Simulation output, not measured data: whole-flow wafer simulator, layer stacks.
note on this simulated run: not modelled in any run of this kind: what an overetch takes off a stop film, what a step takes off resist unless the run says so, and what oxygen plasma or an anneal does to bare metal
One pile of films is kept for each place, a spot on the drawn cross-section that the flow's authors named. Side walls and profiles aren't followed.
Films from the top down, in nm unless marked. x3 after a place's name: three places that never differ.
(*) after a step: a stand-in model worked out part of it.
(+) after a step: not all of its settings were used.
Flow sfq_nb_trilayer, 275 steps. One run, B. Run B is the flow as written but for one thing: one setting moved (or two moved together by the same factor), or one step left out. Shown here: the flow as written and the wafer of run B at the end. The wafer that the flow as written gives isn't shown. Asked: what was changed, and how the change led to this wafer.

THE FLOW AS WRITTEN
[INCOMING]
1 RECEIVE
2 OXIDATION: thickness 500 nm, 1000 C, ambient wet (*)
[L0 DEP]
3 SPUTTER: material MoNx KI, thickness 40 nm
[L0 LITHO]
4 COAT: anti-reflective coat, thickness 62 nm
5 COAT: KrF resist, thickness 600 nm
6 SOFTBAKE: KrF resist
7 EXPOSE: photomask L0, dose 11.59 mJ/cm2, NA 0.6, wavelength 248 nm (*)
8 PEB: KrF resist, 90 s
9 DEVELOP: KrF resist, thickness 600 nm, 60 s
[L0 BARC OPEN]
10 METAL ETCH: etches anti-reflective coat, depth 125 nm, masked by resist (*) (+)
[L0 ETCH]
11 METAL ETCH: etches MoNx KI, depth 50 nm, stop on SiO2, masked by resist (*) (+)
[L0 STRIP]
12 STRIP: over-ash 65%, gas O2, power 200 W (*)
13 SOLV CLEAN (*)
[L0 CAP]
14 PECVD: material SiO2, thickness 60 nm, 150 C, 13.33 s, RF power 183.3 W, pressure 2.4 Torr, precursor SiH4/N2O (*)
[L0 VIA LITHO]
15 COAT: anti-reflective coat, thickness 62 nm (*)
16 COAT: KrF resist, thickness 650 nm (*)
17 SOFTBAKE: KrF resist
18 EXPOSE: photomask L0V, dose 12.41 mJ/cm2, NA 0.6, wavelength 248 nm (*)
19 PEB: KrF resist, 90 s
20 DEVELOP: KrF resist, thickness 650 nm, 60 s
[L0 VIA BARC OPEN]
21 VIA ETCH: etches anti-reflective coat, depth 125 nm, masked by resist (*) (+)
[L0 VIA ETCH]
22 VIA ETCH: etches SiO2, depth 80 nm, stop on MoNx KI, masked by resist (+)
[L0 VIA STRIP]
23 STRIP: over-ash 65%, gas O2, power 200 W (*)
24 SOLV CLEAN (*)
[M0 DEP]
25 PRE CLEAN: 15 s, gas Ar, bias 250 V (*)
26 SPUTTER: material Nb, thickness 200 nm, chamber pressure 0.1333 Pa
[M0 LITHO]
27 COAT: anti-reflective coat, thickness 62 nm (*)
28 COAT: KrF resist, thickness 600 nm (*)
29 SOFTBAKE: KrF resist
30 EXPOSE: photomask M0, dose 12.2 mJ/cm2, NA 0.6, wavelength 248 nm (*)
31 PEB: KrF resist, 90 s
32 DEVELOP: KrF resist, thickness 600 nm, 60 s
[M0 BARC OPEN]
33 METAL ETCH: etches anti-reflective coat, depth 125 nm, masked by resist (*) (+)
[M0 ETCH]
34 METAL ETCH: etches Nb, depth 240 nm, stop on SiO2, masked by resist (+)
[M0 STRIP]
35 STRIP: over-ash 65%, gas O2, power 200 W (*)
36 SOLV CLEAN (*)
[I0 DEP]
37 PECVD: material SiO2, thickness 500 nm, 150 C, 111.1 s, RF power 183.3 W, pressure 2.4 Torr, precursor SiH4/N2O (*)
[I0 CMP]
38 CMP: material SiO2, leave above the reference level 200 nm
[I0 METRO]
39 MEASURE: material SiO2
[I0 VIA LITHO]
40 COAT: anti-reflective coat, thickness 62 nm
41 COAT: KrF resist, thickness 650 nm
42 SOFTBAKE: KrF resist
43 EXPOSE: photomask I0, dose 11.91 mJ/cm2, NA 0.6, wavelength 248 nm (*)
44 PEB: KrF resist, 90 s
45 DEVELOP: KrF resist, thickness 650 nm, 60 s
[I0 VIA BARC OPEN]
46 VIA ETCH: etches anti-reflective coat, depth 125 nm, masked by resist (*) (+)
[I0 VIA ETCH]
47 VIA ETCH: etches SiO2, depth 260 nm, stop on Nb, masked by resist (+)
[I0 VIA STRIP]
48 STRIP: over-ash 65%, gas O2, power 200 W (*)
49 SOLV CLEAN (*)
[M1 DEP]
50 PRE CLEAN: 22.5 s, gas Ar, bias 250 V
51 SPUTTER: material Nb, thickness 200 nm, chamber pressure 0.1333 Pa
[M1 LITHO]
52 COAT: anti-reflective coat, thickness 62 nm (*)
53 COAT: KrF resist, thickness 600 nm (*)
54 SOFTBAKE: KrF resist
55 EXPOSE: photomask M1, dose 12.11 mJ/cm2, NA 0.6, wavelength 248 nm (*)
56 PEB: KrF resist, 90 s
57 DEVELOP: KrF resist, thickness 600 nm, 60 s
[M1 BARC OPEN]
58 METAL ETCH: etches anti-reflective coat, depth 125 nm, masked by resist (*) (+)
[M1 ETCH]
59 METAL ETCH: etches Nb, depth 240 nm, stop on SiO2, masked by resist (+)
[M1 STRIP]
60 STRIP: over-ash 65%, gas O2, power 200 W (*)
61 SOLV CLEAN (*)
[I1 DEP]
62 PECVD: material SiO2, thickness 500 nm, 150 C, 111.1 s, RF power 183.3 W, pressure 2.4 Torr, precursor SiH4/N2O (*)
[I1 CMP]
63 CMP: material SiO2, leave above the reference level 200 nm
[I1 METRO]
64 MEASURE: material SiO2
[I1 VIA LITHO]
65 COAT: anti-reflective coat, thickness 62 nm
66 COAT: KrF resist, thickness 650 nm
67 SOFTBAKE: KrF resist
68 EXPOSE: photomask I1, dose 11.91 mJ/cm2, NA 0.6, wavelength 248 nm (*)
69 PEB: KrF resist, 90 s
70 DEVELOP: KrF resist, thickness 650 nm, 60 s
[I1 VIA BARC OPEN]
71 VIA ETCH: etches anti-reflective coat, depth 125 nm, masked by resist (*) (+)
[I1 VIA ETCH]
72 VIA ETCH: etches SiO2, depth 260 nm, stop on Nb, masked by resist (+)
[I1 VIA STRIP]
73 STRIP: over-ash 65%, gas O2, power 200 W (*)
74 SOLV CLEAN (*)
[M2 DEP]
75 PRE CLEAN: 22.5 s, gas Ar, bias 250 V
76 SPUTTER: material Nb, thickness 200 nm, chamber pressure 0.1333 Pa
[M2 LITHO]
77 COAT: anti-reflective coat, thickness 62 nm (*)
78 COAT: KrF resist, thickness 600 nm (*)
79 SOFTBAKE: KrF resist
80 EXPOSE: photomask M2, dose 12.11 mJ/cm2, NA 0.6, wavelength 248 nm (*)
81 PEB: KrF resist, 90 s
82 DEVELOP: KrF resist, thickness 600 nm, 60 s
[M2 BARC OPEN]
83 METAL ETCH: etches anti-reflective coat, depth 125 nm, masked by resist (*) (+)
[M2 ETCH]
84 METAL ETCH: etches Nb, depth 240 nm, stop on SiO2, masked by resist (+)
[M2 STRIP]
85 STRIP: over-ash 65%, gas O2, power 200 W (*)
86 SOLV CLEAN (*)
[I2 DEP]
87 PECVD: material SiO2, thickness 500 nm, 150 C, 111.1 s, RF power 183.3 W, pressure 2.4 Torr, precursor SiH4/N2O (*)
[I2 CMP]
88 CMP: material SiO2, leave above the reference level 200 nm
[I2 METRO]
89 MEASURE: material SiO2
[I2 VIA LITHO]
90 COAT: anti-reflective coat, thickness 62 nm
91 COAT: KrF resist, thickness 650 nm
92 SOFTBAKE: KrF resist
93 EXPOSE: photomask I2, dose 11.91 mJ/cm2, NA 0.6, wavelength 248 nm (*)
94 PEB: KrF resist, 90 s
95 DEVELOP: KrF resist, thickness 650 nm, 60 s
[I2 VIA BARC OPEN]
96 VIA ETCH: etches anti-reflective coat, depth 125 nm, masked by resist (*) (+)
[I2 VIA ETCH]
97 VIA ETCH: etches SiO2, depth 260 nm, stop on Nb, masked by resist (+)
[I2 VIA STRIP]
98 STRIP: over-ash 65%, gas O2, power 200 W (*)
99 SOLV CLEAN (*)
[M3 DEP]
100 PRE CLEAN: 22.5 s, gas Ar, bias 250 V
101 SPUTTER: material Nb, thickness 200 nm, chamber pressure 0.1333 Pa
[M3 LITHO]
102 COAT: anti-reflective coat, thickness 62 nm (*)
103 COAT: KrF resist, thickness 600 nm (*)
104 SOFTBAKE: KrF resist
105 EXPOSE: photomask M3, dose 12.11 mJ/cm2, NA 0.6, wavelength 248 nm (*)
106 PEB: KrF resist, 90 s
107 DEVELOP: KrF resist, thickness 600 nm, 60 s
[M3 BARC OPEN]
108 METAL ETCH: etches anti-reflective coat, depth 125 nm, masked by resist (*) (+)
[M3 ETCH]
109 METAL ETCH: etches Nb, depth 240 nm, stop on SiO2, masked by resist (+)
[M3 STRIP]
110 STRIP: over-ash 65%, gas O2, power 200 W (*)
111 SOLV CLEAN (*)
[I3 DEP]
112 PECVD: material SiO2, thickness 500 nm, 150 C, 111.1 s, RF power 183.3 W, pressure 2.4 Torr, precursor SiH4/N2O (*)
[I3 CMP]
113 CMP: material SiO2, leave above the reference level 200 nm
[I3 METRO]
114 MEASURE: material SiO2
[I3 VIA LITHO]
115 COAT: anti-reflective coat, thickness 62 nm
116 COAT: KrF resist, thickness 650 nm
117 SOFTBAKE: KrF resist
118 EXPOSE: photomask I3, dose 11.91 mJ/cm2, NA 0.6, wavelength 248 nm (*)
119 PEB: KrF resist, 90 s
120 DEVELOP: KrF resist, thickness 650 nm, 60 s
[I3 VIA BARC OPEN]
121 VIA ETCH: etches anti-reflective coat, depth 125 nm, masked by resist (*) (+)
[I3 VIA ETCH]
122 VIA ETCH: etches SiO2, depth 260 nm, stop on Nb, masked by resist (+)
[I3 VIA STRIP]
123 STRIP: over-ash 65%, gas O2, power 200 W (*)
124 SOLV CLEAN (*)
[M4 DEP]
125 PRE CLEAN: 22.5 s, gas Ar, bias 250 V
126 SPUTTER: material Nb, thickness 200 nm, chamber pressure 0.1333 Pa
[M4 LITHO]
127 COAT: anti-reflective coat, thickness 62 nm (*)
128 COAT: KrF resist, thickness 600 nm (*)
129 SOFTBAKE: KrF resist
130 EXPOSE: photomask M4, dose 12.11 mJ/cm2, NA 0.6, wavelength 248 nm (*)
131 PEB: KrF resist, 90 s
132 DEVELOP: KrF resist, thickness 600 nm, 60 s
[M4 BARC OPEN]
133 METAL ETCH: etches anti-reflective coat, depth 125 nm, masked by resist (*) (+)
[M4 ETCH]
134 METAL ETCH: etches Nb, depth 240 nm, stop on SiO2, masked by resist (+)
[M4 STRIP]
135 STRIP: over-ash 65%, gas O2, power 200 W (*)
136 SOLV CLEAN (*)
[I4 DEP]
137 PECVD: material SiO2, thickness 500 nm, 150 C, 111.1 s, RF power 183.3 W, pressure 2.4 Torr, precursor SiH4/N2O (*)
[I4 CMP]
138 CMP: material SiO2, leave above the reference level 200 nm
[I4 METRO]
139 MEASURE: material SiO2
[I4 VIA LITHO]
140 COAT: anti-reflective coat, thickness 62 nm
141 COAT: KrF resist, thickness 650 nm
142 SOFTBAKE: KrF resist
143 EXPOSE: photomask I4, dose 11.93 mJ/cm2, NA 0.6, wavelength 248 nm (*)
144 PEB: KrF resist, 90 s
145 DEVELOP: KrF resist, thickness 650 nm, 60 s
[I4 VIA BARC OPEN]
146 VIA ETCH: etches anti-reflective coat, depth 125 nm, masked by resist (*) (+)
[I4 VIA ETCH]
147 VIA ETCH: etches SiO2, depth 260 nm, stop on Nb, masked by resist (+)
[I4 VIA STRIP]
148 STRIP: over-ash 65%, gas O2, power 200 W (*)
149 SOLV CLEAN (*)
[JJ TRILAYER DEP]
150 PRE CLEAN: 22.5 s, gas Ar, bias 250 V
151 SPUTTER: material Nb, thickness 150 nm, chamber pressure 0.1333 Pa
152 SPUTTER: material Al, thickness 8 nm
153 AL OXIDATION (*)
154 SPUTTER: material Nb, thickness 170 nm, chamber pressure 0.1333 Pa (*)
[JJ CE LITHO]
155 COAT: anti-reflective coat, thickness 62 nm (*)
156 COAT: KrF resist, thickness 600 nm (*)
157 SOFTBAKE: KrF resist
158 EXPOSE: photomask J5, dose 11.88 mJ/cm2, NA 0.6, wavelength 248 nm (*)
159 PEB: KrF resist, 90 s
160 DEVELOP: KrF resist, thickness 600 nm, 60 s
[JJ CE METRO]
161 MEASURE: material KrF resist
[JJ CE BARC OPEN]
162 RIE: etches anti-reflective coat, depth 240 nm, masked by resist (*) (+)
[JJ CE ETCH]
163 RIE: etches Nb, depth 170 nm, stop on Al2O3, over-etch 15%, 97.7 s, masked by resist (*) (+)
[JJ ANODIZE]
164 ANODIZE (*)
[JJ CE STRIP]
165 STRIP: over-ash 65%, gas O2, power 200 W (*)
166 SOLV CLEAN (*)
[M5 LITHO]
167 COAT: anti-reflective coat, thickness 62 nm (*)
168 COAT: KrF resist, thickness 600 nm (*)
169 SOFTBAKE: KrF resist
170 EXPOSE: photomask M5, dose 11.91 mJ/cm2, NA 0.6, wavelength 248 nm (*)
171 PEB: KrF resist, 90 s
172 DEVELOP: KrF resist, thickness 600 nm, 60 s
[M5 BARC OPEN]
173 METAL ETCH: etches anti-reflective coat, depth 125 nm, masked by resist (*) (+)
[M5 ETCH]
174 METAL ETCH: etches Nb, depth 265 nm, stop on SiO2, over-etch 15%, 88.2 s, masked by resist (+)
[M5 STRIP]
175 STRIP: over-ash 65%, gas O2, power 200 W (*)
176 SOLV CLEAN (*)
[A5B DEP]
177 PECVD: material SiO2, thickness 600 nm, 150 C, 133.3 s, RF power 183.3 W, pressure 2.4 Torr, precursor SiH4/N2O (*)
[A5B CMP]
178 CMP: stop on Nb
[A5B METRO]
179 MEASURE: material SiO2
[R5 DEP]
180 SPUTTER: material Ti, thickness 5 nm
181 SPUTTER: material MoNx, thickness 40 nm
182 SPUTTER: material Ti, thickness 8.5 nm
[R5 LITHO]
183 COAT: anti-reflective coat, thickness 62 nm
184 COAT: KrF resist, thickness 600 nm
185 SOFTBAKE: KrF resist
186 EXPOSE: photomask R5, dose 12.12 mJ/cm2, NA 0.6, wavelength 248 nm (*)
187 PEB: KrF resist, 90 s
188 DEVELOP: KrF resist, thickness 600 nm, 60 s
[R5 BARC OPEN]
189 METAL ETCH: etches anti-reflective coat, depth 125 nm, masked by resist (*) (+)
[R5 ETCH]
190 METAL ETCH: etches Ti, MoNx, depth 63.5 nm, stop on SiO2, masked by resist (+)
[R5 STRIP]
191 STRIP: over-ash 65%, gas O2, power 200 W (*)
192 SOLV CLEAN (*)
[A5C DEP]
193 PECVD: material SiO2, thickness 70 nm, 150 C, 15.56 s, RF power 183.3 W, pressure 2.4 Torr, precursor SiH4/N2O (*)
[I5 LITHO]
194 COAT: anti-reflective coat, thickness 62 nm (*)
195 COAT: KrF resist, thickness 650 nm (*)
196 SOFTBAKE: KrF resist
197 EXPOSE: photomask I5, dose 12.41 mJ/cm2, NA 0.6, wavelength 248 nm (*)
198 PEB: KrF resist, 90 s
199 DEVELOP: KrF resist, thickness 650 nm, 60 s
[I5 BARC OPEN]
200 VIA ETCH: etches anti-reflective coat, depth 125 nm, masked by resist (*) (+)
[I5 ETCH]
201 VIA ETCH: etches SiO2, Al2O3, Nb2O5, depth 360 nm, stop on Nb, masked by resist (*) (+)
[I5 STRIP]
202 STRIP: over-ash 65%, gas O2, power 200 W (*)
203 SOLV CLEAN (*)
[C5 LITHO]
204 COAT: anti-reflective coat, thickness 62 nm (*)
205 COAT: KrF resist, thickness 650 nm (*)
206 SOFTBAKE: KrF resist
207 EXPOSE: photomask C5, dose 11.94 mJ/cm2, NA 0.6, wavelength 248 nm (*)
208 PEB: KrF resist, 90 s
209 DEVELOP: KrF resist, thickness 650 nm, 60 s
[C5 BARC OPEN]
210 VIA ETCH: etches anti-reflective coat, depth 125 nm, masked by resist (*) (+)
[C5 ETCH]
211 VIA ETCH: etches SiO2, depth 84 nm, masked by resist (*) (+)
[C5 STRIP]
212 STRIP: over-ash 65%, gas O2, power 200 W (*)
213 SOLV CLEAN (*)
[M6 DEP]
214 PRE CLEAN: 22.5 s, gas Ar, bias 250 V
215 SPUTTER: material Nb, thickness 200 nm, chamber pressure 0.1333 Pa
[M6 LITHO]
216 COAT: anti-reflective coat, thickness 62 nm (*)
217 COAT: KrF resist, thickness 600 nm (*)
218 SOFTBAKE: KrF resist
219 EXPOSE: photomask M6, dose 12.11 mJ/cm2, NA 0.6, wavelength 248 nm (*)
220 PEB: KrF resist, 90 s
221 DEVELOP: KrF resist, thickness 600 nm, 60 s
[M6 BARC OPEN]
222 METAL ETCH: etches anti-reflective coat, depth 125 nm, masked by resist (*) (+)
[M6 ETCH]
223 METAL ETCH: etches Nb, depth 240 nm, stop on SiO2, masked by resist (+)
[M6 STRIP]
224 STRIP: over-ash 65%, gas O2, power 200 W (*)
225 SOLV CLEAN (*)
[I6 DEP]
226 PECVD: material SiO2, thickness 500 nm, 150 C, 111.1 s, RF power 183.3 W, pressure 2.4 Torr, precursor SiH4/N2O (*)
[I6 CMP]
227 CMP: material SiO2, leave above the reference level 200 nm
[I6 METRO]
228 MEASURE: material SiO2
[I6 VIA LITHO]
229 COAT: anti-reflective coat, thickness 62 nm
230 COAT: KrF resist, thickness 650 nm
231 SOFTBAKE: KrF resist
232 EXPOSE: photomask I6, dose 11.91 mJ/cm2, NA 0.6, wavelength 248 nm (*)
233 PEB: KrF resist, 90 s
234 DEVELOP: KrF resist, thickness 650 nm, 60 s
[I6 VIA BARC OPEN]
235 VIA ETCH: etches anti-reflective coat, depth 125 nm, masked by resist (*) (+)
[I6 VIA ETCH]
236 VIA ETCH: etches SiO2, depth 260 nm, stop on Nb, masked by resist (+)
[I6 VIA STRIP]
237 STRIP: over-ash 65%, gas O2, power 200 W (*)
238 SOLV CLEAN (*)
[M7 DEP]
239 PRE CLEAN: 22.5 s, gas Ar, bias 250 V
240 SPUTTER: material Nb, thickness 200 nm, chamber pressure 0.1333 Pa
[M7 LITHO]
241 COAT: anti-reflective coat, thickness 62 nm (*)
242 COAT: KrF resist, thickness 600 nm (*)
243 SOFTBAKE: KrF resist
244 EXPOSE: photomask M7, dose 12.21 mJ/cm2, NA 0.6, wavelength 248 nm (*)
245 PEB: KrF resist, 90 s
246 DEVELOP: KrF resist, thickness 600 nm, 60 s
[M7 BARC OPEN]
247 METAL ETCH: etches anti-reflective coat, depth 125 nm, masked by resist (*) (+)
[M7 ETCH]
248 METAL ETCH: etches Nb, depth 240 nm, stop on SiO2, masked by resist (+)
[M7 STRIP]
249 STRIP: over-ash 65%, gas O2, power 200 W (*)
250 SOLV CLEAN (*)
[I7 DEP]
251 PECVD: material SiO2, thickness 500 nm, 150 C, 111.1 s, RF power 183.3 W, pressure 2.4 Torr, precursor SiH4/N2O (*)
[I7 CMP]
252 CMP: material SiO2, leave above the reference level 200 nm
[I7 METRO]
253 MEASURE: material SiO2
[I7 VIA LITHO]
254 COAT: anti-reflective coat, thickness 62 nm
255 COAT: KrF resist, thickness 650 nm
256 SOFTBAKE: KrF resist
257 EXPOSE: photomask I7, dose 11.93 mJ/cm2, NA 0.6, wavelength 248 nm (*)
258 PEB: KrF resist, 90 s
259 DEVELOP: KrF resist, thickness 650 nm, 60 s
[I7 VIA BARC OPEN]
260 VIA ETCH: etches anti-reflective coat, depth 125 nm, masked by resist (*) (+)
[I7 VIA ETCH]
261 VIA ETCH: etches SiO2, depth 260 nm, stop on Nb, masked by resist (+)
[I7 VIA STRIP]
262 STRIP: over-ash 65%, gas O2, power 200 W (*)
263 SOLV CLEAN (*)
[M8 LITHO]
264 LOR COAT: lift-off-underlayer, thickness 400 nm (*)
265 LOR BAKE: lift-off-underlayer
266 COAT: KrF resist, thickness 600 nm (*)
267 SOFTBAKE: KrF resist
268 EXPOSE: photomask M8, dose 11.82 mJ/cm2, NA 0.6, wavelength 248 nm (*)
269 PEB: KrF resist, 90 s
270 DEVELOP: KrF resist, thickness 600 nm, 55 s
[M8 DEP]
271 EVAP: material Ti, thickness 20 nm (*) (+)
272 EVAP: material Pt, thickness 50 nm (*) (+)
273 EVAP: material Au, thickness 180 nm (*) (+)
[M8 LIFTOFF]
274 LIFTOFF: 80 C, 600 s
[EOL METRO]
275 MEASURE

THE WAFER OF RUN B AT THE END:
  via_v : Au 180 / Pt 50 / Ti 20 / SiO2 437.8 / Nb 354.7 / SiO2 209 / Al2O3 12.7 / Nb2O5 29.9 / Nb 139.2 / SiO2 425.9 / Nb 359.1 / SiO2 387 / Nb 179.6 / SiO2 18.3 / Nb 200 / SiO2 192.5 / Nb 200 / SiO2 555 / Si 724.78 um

The cause: step 72, VIA ETCH: depth 174 nm was run, where the flow has depth 260 nm.

How the change led to this, step by step:
  72 VIA ETCH: etches SiO2, depth 260 nm, stop on Nb, masked by resist (+)
      via_v: SiO2 -174 (as written it would be: SiO2 -199.8 (all of it))
      field_l, v_sur, via_wl and 102 more: KrF resist -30 (as written it would be: KrF resist -44.8)
  73 STRIP: over-ash 65%, gas O2, power 200 W (*)
      field_l, v_sur, via_wl and 102 more: KrF resist -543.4 (all of it), anti-reflective coat -62 (all of it) (as written it would be: KrF resist -528.6 (all of it), anti-reflective coat -62 (all of it))
  75 PRE CLEAN: 22.5 s, gas Ar, bias 250 V
      via_v: SiO2 -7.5 (as written it would be: Nb -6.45)
  76 SPUTTER: material Nb, thickness 200 nm, chamber pressure 0.1333 Pa
      via_v: Nb +179.6 (new film) (as written it would be: Nb +174.5)
  77 COAT: anti-reflective coat, thickness 62 nm (*)
      via_v: anti-reflective coat +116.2 (new film) (as written it would be: anti-reflective coat +123.1 (new film))
  78 COAT: KrF resist, thickness 600 nm (*)
      via_v: KrF resist +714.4 (new film) (as written it would be: KrF resist +733.7 (new film))
  85 STRIP: over-ash 65%, gas O2, power 200 W (*)
      via_v: KrF resist -496.5 (all of it), anti-reflective coat -116.2 (all of it) (as written it would be: KrF resist -515.8 (all of it), anti-reflective coat -123.1 (all of it))
  87 PECVD: material SiO2, thickness 500 nm, 150 C, 111.1 s, RF power 183.3 W, pressure 2.4 Torr, precursor SiH4/N2O (*)
      via_v: SiO2 +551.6 (new film) (as written it would be: SiO2 +606 (new film))
  88 CMP: material SiO2, leave above the reference level 200 nm
      via_v: SiO2 -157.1 (as written it would be: SiO2 -181.6)
Counting metal films that touch as one body, via_v has 7 bodies (between them, from the top down: SiO2 437.8; SiO2 209 / Al2O3 12.7 / Nb2O5 29.9; SiO2 425.9; SiO2 387; SiO2 18.3; SiO2 192.5); the flow as written gives 6 bodies (between them, from the top down: SiO2 437.8; SiO2 209 / Al2O3 12.7 / Nb2O5 29.9; SiO2 425.9; SiO2 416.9; SiO2 192.5).
